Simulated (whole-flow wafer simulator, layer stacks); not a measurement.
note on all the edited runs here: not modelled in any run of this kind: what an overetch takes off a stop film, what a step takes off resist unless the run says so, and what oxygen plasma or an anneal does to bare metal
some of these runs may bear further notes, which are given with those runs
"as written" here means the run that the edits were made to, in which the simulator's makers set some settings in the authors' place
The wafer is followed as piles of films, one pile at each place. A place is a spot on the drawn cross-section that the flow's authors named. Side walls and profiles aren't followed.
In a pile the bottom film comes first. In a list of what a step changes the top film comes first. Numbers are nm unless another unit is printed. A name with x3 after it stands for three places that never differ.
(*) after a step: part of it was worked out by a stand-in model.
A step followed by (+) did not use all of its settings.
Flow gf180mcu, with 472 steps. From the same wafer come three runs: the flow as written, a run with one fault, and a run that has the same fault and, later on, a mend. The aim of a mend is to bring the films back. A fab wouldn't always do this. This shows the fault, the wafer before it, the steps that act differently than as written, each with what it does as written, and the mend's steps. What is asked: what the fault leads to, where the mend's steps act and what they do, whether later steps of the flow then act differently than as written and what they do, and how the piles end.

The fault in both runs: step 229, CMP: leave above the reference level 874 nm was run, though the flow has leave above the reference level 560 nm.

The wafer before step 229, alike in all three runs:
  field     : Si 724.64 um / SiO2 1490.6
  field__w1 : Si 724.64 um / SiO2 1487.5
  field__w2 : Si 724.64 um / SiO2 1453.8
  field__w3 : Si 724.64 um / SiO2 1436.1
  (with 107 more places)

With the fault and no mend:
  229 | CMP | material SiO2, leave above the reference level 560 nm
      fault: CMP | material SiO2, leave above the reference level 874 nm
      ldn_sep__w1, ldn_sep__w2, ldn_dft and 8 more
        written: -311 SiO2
        fault: nothing
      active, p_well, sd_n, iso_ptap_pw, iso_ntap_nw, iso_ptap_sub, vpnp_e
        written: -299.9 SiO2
        fault: nothing
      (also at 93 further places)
  Steps further on in the flow that do not act as written (3 more steps, not shown, differ only slightly: by at most 2% or 0.5 nm, whichever is larger):
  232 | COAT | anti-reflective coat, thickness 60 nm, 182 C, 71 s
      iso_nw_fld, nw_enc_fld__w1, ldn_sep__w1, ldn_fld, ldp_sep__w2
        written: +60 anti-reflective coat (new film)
        fault: +58.7 anti-reflective coat (new film)
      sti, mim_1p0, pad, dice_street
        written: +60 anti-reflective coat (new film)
        fault: +51.1 anti-reflective coat (new film)
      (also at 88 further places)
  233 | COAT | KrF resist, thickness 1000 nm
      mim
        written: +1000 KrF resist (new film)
        fault: +1022.5 KrF resist (new film)
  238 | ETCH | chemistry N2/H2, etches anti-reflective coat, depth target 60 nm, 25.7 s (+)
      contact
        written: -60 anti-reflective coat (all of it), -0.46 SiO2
        fault: -69.7 anti-reflective coat (all of it), -0.21 SiO2
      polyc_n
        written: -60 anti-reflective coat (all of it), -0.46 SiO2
        fault: -43.2 anti-reflective coat (all of it), -0.89 SiO2
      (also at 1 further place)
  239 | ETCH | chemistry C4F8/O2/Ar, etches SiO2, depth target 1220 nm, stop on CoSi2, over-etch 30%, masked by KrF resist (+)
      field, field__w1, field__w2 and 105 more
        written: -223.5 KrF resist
        fault: -244 KrF resist
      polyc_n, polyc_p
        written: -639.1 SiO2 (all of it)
        fault: -952.6 SiO2 (all of it)
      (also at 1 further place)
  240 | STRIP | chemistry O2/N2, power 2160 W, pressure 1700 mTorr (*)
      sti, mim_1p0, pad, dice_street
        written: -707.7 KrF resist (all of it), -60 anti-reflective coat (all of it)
        fault: -693.2 KrF resist (all of it), -51.1 anti-reflective coat (all of it)
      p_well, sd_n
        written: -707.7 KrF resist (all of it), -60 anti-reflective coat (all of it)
        fault: -693.2 KrF resist (all of it), -48 anti-reflective coat (all of it)
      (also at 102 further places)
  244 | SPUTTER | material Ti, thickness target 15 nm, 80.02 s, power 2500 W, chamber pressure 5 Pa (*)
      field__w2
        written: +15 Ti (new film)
        fault: +14.1 Ti (new film)
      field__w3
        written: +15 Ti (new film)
        fault: +14.2 Ti (new film)
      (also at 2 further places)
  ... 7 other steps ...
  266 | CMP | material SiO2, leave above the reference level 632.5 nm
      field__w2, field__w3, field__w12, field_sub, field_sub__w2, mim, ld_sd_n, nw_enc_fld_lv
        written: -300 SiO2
        fault: -287.7 SiO2
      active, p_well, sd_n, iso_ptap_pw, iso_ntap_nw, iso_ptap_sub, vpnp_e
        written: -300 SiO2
        fault: -293.3 SiO2
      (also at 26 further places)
  The piles end different from the flow's at field, field__w1, field__w2 and 109 more by more than 2% or 0.5 nm, whichever is larger.
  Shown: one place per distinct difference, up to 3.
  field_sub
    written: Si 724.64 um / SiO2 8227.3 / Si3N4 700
    fault: Si 724.64 um / SiO2 1465.9 / Ti 15 / TiN 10 / W 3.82 / SiO2 7042.5 / Si3N4 700
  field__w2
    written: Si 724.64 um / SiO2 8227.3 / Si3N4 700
    fault: Si 724.64 um / SiO2 1450.4 / Ti 14.1 / TiN 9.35 / W 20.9 / SiO2 7042.5 / Si3N4 700
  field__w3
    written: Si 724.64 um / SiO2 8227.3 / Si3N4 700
    fault: Si 724.64 um / SiO2 1432.6 / Ti 14.2 / TiN 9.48 / W 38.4 / SiO2 7042.5 / Si3N4 700

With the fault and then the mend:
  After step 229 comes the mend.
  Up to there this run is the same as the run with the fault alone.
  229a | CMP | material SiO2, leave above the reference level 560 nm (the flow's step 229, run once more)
      field__w5, field__w9, n_well and 36 more
        -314 SiO2
      ldn_sep__w1, ldn_sep__w2, ldn_dft and 8 more
        -311 SiO2
      active, p_well, sd_n, iso_ptap_pw, iso_ntap_nw, iso_ptap_sub, vpnp_e
        -299.9 SiO2
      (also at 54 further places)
  None of the later steps of the flow acts differently than as written at any place that is followed.
  By the end, the piles equal the flow's at every place that both follow.
